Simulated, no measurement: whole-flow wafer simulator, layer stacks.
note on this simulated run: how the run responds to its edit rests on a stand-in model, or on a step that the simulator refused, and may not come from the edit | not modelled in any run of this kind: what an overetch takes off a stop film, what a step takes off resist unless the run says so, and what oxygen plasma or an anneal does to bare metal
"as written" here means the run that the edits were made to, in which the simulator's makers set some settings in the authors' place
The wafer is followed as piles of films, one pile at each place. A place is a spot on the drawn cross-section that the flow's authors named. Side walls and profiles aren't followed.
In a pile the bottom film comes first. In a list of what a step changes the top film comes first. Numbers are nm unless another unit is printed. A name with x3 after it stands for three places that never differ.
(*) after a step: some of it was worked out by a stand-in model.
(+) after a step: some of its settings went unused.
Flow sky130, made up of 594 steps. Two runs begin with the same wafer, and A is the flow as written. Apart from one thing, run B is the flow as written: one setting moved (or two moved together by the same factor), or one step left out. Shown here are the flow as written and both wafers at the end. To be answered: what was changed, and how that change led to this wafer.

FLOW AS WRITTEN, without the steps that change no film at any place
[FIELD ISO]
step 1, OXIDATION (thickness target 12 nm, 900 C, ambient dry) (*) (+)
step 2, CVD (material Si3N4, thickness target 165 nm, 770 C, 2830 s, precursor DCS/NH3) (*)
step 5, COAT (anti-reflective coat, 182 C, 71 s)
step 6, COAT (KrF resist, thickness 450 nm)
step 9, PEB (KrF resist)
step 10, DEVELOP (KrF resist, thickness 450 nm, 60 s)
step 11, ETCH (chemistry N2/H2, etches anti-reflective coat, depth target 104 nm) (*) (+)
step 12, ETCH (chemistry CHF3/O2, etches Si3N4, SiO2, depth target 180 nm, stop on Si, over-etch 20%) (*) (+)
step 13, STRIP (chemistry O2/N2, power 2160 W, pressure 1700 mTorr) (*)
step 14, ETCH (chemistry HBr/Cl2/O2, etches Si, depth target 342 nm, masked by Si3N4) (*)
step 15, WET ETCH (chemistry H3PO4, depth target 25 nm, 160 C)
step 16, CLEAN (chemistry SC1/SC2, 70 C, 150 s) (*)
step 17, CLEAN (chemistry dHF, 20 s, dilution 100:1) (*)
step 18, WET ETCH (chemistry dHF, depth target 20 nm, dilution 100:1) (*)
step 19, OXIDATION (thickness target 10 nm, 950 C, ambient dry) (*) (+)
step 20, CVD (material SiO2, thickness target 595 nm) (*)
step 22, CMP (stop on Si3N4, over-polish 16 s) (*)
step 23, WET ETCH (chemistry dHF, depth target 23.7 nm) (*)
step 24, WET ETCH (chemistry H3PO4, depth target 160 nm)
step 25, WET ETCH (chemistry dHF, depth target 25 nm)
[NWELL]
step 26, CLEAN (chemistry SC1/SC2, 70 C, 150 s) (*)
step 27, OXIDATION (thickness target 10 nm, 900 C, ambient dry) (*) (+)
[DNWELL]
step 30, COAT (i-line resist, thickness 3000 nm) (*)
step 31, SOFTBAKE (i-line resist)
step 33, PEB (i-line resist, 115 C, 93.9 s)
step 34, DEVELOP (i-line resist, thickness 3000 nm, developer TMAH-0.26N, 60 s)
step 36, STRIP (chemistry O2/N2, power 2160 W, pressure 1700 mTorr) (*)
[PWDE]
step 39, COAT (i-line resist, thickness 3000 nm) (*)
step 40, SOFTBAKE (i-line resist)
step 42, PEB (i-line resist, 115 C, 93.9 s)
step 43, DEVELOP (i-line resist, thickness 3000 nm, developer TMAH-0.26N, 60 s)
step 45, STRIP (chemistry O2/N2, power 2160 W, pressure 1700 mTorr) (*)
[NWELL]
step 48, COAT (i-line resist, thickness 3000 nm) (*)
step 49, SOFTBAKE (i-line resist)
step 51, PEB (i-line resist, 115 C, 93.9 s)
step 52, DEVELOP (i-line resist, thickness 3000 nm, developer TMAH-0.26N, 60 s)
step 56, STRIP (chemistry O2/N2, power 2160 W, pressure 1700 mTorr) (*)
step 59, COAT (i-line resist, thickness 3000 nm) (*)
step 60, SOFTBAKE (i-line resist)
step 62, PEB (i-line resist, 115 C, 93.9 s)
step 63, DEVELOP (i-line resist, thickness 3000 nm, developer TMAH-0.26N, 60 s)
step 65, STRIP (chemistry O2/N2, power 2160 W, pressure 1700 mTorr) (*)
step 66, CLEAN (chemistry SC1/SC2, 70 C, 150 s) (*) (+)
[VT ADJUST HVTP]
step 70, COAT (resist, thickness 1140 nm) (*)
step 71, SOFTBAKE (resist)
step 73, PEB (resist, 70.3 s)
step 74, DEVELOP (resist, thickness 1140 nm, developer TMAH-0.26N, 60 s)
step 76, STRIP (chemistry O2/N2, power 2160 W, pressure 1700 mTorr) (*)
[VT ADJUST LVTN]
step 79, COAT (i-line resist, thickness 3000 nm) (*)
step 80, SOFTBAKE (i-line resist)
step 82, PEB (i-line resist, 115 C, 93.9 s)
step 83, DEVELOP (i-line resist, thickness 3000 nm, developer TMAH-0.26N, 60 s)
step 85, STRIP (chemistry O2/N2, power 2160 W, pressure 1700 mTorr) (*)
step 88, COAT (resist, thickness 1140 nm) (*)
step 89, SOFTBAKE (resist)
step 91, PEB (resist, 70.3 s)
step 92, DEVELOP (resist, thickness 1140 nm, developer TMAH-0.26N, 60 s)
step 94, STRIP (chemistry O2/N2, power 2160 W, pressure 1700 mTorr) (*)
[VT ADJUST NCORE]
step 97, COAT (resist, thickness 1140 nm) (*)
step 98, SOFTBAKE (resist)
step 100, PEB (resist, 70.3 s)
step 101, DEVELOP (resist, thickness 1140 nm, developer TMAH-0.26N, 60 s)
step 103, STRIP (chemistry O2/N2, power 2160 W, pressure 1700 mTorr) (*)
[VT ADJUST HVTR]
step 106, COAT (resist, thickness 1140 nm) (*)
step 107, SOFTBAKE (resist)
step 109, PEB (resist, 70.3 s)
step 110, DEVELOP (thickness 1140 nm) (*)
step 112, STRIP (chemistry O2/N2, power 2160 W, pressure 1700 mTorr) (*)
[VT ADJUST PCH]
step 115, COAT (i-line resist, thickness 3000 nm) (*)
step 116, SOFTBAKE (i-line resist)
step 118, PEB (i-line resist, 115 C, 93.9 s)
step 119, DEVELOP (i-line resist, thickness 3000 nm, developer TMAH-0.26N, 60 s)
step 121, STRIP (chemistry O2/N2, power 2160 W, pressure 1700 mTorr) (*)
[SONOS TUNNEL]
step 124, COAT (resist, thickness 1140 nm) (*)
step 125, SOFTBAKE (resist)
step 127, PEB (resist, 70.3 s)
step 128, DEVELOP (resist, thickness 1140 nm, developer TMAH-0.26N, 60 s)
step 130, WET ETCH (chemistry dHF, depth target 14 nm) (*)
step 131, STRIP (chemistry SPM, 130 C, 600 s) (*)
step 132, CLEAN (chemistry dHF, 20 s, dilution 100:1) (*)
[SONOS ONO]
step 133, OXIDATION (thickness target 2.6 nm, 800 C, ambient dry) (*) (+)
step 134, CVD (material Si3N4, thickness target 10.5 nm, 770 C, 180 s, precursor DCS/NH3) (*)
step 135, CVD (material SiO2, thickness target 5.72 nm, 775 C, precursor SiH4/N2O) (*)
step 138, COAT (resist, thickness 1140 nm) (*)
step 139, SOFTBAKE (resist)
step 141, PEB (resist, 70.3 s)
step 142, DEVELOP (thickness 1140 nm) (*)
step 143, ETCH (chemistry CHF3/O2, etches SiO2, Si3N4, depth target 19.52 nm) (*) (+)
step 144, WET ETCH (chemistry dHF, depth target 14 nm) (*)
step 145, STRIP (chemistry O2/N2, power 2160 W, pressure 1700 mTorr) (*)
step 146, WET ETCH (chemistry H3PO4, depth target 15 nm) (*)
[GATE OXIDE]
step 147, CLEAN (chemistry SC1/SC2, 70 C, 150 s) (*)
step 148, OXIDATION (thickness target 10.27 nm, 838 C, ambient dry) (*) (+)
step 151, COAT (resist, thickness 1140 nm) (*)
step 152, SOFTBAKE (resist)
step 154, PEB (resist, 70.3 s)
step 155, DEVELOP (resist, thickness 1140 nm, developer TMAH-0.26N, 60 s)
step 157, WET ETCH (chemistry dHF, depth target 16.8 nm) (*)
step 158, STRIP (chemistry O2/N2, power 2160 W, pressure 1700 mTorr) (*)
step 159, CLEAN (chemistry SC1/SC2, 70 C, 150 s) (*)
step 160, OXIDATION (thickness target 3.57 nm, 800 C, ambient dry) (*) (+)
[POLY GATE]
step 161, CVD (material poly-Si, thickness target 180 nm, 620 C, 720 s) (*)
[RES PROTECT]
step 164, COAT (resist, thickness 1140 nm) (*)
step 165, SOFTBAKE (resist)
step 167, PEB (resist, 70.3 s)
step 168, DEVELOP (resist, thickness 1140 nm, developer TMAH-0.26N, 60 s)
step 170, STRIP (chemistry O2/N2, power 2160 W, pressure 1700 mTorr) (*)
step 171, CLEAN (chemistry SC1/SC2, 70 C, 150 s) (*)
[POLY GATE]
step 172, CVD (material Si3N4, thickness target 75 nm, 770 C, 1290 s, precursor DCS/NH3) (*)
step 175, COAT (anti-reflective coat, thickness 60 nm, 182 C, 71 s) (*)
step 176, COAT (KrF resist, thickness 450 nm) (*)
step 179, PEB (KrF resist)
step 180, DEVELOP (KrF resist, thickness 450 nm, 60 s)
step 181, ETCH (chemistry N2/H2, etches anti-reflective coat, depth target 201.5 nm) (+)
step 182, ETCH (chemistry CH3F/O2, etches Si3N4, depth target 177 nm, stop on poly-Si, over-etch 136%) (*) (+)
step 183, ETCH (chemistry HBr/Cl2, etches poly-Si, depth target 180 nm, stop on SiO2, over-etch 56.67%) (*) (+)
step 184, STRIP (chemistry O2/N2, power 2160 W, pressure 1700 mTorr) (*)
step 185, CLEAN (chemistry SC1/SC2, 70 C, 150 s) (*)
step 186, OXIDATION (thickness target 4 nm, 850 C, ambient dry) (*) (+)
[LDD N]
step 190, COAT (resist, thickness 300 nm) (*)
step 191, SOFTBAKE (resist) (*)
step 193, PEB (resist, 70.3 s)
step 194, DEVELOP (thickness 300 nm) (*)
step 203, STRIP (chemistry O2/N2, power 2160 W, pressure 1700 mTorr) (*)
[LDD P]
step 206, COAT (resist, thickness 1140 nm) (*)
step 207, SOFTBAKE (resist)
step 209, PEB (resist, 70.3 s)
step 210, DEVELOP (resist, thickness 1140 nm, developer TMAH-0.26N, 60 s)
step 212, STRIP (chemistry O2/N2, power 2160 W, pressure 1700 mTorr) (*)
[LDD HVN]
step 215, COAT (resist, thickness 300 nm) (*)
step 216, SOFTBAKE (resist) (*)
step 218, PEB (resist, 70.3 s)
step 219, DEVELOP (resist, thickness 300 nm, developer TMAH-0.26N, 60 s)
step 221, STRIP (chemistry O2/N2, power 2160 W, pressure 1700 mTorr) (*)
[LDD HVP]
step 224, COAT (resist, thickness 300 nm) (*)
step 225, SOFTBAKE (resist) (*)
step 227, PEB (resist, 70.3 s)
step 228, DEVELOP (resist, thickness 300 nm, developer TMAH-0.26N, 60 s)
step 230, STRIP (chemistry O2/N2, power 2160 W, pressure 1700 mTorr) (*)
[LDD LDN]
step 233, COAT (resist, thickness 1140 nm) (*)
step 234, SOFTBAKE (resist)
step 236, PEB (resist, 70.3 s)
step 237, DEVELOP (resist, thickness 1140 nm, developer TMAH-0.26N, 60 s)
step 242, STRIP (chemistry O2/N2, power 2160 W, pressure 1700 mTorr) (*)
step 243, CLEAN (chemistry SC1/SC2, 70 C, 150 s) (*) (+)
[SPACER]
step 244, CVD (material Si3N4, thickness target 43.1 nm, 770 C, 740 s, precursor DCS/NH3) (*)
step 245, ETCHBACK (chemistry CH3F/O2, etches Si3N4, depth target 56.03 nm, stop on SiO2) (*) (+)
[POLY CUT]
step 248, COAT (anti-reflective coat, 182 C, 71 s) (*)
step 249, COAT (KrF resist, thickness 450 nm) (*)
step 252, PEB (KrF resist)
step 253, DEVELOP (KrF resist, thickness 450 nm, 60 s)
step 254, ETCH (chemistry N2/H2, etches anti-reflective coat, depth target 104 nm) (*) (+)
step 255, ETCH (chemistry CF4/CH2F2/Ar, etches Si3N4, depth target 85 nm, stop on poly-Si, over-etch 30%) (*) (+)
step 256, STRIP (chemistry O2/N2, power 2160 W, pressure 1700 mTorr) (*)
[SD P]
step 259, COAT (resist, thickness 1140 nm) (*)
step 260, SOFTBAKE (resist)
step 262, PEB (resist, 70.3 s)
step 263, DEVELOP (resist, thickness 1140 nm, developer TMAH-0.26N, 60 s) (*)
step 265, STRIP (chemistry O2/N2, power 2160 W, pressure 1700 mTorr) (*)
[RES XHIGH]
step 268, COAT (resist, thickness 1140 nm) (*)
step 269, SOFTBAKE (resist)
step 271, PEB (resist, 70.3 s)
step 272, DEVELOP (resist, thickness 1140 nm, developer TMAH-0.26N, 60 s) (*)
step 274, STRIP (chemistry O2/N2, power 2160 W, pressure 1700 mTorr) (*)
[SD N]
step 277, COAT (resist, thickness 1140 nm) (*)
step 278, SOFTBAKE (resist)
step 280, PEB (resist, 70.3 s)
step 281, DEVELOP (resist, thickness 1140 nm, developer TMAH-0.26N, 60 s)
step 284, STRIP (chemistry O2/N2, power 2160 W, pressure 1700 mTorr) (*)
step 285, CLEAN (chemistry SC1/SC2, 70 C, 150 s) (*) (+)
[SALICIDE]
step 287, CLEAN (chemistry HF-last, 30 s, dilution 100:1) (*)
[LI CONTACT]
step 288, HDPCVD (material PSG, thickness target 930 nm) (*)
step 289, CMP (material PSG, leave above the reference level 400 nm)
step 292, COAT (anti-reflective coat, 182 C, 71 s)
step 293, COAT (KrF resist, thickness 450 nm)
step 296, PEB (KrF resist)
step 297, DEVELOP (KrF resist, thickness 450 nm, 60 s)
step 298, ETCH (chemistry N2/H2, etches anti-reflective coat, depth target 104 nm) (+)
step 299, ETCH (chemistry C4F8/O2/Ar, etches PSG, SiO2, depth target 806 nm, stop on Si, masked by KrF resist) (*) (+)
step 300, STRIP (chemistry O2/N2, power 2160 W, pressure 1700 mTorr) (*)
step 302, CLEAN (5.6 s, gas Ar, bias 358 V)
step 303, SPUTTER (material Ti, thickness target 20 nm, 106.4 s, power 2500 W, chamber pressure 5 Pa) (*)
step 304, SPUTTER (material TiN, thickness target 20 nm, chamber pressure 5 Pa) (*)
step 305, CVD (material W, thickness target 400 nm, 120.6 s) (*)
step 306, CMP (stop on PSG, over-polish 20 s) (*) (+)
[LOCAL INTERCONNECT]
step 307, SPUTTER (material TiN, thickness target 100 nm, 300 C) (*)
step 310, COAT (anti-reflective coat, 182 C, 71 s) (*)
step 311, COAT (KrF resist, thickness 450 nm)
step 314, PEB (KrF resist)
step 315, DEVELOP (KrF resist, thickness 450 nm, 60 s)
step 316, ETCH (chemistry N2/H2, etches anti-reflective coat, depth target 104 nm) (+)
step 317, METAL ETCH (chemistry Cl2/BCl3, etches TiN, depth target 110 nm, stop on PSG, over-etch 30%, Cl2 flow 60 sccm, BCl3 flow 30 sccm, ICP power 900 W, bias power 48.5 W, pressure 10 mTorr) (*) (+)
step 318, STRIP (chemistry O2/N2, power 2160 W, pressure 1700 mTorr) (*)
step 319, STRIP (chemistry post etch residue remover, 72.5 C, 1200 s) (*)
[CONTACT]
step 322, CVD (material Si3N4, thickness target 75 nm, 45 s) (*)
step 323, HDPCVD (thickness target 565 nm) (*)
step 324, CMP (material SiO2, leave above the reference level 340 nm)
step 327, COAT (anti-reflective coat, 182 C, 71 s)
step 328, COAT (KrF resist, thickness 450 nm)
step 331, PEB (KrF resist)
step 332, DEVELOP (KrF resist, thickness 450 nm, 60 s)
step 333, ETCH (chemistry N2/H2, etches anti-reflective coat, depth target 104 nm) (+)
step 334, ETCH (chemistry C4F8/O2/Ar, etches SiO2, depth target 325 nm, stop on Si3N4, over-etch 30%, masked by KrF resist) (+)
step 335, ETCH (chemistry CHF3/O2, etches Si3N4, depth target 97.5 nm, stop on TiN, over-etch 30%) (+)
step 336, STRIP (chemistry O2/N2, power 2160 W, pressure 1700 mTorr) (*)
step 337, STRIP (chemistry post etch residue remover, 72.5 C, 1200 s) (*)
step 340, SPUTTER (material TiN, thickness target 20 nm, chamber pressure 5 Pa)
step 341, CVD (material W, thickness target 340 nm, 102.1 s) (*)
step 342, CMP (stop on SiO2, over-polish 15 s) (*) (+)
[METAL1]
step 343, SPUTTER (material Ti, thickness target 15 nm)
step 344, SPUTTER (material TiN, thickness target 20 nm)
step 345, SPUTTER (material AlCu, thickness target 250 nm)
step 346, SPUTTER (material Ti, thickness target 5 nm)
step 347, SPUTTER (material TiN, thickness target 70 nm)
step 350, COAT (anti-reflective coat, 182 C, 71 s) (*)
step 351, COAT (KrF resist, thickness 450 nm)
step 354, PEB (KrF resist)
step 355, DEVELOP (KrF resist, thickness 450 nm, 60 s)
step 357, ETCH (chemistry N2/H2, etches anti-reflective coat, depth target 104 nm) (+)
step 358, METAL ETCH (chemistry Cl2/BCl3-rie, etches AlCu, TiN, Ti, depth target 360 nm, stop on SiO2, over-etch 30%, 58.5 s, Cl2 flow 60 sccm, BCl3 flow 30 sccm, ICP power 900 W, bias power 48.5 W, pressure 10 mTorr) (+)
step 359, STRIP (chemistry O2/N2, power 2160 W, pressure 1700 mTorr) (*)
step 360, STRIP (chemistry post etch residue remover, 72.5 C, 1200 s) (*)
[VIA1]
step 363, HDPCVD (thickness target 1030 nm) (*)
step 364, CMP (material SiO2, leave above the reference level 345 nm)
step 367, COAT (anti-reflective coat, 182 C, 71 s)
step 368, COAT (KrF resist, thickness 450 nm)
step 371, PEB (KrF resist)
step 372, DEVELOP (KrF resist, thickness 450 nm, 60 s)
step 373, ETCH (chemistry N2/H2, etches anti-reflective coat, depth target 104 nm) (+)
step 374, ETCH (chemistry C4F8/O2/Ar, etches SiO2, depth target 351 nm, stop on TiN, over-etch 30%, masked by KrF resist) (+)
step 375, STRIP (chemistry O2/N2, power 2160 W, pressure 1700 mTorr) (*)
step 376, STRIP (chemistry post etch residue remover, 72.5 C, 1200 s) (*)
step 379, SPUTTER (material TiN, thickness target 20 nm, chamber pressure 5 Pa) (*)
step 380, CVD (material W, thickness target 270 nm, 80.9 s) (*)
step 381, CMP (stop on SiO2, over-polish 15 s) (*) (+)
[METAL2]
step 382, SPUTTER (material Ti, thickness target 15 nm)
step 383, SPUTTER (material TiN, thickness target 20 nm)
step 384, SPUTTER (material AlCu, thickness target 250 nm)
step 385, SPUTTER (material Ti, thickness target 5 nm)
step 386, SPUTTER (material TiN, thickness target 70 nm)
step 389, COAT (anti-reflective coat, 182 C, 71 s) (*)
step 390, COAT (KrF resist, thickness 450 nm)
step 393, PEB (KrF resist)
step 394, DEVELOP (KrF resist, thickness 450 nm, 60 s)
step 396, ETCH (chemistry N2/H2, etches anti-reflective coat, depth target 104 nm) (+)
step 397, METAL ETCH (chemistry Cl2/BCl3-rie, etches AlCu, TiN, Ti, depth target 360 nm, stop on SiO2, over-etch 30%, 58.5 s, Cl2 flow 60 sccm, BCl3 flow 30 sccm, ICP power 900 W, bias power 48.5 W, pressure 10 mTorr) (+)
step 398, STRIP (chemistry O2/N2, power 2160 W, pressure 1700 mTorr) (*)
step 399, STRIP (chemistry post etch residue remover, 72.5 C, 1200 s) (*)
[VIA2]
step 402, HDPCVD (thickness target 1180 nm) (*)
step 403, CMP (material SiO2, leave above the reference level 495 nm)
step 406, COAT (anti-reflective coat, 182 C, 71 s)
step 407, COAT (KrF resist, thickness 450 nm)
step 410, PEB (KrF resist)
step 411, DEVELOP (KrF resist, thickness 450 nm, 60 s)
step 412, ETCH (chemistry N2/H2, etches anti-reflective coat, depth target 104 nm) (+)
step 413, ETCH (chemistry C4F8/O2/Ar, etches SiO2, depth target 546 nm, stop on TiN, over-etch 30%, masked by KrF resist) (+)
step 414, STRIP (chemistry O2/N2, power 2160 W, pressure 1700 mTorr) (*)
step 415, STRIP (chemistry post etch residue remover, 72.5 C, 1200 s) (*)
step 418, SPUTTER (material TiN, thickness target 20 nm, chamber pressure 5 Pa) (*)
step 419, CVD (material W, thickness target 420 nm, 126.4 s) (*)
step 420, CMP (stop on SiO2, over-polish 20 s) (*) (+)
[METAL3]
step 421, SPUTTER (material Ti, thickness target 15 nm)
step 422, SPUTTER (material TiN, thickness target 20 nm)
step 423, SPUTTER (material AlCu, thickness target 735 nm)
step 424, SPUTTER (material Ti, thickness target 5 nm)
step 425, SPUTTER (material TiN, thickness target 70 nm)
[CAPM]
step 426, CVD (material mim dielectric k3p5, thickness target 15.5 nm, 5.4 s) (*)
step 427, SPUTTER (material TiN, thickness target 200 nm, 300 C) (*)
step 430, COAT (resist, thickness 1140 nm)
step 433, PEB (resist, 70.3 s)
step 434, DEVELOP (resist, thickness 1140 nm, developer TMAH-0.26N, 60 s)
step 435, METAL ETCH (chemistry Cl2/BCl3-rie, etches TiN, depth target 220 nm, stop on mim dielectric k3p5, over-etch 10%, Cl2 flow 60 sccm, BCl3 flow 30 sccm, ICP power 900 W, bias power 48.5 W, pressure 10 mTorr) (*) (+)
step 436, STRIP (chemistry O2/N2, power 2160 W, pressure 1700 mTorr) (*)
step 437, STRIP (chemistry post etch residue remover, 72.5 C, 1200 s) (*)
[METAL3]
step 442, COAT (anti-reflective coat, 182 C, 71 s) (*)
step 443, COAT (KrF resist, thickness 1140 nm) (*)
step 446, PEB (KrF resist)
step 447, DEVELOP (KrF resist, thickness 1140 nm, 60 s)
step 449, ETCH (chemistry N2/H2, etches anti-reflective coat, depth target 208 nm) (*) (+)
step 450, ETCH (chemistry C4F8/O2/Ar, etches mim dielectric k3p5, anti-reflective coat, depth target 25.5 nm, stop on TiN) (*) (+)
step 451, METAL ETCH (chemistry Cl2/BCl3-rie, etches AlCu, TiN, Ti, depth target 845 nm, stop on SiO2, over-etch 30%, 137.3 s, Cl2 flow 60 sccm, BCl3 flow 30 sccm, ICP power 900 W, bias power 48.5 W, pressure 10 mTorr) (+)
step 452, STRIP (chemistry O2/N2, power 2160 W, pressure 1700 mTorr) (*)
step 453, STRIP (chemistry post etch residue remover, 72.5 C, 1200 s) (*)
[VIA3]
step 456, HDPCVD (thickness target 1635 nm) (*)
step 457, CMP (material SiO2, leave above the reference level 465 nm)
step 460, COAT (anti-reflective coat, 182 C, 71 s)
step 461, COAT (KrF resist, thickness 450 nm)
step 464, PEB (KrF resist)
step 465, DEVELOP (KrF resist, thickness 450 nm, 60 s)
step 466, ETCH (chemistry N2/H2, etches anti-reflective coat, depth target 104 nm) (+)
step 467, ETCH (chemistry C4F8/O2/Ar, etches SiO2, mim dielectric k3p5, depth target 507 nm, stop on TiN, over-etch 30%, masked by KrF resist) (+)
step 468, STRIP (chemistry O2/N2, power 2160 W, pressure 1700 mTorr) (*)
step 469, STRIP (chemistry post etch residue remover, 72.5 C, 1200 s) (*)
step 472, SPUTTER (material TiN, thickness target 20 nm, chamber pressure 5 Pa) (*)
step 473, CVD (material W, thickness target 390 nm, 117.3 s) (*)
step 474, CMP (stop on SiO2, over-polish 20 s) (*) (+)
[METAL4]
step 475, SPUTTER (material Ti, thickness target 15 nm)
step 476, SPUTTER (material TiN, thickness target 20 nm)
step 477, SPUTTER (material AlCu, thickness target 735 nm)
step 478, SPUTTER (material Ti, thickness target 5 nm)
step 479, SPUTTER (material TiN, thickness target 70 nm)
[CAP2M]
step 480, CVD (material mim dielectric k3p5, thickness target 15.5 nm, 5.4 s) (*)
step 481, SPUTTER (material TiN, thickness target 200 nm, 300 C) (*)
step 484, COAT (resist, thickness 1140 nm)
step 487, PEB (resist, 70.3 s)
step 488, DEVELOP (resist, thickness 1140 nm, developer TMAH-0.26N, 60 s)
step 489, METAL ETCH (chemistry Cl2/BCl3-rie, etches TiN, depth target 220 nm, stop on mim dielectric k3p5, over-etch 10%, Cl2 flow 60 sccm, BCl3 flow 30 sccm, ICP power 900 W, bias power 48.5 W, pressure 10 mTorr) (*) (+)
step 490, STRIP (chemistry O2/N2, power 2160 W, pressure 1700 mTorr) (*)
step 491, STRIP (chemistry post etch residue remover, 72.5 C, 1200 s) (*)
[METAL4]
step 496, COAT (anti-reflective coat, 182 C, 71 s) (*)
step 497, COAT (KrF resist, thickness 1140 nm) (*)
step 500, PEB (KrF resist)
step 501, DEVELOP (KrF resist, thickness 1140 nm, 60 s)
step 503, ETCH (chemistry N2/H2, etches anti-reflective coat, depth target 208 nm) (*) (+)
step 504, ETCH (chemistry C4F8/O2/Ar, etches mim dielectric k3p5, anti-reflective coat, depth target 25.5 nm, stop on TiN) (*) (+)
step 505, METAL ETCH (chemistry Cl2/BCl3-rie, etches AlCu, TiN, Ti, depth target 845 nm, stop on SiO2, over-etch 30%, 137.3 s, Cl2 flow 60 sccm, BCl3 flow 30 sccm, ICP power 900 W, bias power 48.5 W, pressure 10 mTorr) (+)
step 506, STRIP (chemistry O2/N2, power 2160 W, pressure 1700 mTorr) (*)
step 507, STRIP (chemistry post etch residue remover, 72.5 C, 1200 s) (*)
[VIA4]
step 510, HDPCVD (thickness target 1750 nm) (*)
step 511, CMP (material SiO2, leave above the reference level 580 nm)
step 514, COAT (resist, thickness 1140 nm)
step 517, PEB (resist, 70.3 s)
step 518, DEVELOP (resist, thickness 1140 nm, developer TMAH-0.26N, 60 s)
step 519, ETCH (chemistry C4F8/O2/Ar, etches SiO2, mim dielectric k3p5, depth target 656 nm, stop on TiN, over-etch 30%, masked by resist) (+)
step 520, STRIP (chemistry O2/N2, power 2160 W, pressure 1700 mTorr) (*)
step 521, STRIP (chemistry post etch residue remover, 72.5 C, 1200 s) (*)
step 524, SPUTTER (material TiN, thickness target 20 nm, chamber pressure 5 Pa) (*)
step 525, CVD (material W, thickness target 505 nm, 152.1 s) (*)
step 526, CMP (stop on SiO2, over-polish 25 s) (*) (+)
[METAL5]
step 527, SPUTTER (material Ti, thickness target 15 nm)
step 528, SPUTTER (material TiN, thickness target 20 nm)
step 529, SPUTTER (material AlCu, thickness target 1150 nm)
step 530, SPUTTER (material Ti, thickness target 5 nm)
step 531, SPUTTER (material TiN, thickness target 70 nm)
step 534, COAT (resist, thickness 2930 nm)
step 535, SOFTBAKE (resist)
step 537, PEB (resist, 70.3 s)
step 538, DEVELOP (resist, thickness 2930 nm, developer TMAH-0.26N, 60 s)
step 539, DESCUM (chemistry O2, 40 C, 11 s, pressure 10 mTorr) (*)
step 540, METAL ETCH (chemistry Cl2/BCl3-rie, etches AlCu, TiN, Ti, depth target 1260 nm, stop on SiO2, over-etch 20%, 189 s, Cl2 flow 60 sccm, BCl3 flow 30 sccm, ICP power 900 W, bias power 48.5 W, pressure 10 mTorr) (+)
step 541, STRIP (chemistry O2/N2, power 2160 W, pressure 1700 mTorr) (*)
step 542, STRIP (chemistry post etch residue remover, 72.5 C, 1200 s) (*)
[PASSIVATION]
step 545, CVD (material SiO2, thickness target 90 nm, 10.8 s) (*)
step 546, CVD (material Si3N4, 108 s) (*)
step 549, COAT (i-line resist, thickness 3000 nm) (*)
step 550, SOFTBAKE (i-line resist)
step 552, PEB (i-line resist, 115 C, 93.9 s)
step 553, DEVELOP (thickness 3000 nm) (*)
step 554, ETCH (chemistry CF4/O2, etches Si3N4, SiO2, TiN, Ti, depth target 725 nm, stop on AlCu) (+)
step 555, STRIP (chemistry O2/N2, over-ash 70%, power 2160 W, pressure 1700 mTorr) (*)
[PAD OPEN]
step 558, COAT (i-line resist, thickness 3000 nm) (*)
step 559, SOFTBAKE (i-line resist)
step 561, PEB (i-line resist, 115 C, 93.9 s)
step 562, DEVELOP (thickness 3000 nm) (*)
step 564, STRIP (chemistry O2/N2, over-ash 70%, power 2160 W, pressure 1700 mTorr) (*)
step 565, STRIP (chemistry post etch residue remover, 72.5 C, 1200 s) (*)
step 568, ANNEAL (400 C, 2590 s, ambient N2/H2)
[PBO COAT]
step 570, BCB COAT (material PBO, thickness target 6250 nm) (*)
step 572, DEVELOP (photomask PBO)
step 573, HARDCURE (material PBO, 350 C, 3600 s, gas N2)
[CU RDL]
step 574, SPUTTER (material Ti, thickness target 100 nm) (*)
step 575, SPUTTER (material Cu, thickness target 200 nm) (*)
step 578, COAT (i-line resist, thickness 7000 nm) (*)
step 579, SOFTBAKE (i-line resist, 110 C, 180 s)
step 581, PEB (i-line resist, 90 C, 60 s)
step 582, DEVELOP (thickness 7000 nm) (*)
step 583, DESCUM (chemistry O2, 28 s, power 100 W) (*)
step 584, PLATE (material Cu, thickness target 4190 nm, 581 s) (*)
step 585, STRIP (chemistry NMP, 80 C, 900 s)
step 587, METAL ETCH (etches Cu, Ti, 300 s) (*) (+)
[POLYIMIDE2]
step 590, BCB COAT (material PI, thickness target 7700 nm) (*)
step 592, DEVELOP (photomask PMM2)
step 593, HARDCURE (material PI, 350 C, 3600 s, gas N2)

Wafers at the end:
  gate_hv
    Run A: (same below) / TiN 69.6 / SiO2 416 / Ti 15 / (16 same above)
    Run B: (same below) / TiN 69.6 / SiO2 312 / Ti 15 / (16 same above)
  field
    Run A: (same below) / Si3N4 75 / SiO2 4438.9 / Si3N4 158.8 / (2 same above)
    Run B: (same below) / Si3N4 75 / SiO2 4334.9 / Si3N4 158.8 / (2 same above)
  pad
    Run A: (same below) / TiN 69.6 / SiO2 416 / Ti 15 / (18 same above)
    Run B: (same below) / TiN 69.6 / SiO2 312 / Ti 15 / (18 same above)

What caused this: step 403, CMP: leave above the reference level 391 nm was run, while the flow as written has leave above the reference level 495 nm.

The path from the change to this, step by step:
  step 403, CMP (material SiO2, leave above the reference level 495 nm)
      n_well, p_well, gate_hv and 101 more: A -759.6 SiO2 | B -863.6 SiO2
      field, active, gate and 82 more: A -389.1 SiO2 | B -493.1 SiO2
      (also at 2 further places)
  step 413, ETCH (chemistry C4F8/O2/Ar, etches SiO2, depth target 546 nm, stop on TiN, over-etch 30%, masked by KrF resist) (+)
      field, active, n_well and 186 more: A -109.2 KrF resist | B -82.2 KrF resist
      m1: A -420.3 SiO2 (all of it) | B -316.3 SiO2 (all of it)
      (also at 1 further place)
  step 414, STRIP (chemistry O2/N2, power 2160 W, pressure 1700 mTorr) (*)
      field, active, n_well and 186 more: A -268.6 KrF resist (all of it), -80 anti-reflective coat (all of it) | B -295.6 KrF resist (all of it), -80 anti-reflective coat (all of it)
  step 418, SPUTTER (material TiN, thickness target 20 nm, chamber pressure 5 Pa) (*)
      m1, via2_hole: A +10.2 TiN | B +11.6 TiN
  step 419, CVD (material W, thickness target 420 nm, 126.4 s) (*)
      m1: A +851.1 W (new film) | B +745.7 W (new film)
      via2_hole: A +850.7 W (new film) | B +745.2 W (new film)
